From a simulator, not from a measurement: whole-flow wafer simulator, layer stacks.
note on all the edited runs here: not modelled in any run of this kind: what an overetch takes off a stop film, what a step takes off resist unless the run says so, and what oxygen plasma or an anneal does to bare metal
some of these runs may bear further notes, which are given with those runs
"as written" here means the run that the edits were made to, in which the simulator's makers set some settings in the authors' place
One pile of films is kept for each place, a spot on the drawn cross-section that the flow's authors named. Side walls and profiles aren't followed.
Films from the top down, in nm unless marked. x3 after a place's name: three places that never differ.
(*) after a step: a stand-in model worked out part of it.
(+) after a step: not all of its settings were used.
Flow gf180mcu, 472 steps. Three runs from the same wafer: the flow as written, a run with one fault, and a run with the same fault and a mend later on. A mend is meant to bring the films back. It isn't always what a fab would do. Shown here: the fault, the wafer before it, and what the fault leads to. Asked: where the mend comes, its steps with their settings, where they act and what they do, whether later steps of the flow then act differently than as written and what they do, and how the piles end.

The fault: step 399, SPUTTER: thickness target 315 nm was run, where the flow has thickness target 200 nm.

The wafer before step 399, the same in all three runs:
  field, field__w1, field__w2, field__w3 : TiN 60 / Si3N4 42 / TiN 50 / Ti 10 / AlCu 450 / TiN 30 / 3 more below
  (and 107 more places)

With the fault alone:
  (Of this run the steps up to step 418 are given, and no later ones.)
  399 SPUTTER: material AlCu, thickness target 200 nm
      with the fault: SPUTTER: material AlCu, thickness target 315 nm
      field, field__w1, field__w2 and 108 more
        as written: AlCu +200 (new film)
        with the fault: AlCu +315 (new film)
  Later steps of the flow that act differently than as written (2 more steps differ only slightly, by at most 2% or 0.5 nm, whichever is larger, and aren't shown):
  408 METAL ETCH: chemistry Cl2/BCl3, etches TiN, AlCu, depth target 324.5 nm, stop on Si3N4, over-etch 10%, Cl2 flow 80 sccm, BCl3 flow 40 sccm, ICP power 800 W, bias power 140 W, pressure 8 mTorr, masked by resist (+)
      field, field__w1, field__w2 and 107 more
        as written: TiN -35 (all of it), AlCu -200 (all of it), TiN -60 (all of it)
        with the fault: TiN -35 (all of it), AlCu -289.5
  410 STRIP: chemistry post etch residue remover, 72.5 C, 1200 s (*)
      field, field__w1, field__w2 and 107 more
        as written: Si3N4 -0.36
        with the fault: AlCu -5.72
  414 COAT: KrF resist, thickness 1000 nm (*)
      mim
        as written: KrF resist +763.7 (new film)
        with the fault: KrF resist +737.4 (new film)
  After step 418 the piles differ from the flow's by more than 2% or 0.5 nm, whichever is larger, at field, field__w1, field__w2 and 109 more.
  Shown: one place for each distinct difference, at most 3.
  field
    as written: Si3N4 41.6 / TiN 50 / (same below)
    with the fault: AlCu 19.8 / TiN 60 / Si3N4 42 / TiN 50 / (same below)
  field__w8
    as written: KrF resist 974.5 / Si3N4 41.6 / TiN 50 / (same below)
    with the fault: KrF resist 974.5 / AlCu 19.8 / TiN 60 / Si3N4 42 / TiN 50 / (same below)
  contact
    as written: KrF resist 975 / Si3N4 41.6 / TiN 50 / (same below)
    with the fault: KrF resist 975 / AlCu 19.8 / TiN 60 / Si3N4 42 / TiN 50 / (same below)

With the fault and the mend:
  The mend comes after step 407.
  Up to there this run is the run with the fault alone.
  408 METAL ETCH: chemistry Cl2/BCl3, etches TiN, AlCu, depth target 439.5 nm, stop on Si3N4, over-etch 10%, Cl2 flow 80 sccm, BCl3 flow 40 sccm, ICP power 800 W, bias power 140 W, pressure 8 mTorr, masked by resist (+) (the flow's step 408, which as written has depth target 324.5 nm)
      field, field__w1, field__w2 and 107 more
        TiN -35 (all of it), AlCu -315 (all of it), TiN -60 (all of it)
      mim
        resist -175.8
  Later steps of the flow that act differently than as written (1 more step differs only slightly, by at most 2% or 0.5 nm, whichever is larger, and isn't shown):
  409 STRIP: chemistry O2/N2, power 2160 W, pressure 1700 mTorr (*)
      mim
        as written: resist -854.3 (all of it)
        with the mend: resist -808.3 (all of it)
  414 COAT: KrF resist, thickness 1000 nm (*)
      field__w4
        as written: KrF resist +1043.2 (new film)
        with the mend: KrF resist +1064.5 (new film)
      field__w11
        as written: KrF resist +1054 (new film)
        with the mend: KrF resist +1081.2 (new film)
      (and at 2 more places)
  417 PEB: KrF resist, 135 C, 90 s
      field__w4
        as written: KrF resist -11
        with the mend: KrF resist -11.6
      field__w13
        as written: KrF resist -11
        with the mend: KrF resist -11.7
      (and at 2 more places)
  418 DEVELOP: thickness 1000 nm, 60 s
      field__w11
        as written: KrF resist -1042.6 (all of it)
        with the mend: KrF resist -1069.3 (all of it)
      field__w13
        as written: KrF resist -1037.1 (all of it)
        with the mend: KrF resist -1060.4 (all of it)
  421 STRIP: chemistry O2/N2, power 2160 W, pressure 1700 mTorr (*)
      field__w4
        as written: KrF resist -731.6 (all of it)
        with the mend: KrF resist -752.3 (all of it)
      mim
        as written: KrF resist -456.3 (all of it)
        with the mend: KrF resist -372.2 (all of it)
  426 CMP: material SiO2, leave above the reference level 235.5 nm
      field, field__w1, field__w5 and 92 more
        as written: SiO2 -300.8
        with the mend: SiO2 -185.8
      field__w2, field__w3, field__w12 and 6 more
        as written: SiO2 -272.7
        with the mend: SiO2 -157.7
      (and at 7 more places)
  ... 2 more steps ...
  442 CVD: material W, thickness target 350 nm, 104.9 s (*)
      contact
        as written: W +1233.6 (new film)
        with the mend: W +1349.4 (new film)
  At the end the piles differ from the flow's by more than 2% or 0.5 nm, whichever is larger, at field__w4, field__w8, contact, m1, m1__w1, mim, mim_1p0, m1_nw.
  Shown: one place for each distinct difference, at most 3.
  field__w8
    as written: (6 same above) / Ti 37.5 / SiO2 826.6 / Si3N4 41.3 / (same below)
    with the mend: (6 same above) / Ti 37.5 / SiO2 941.6 / Si3N4 41.3 / (same below)
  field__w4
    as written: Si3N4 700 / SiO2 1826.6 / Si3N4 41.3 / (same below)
    with the mend: Si3N4 700 / SiO2 1941.6 / Si3N4 41.3 / (same below)
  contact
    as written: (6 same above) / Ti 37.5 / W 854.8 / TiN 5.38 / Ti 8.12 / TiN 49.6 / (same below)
    with the mend: (6 same above) / Ti 37.5 / W 970.7 / TiN 5.04 / Ti 7.6 / TiN 49.6 / (same below)
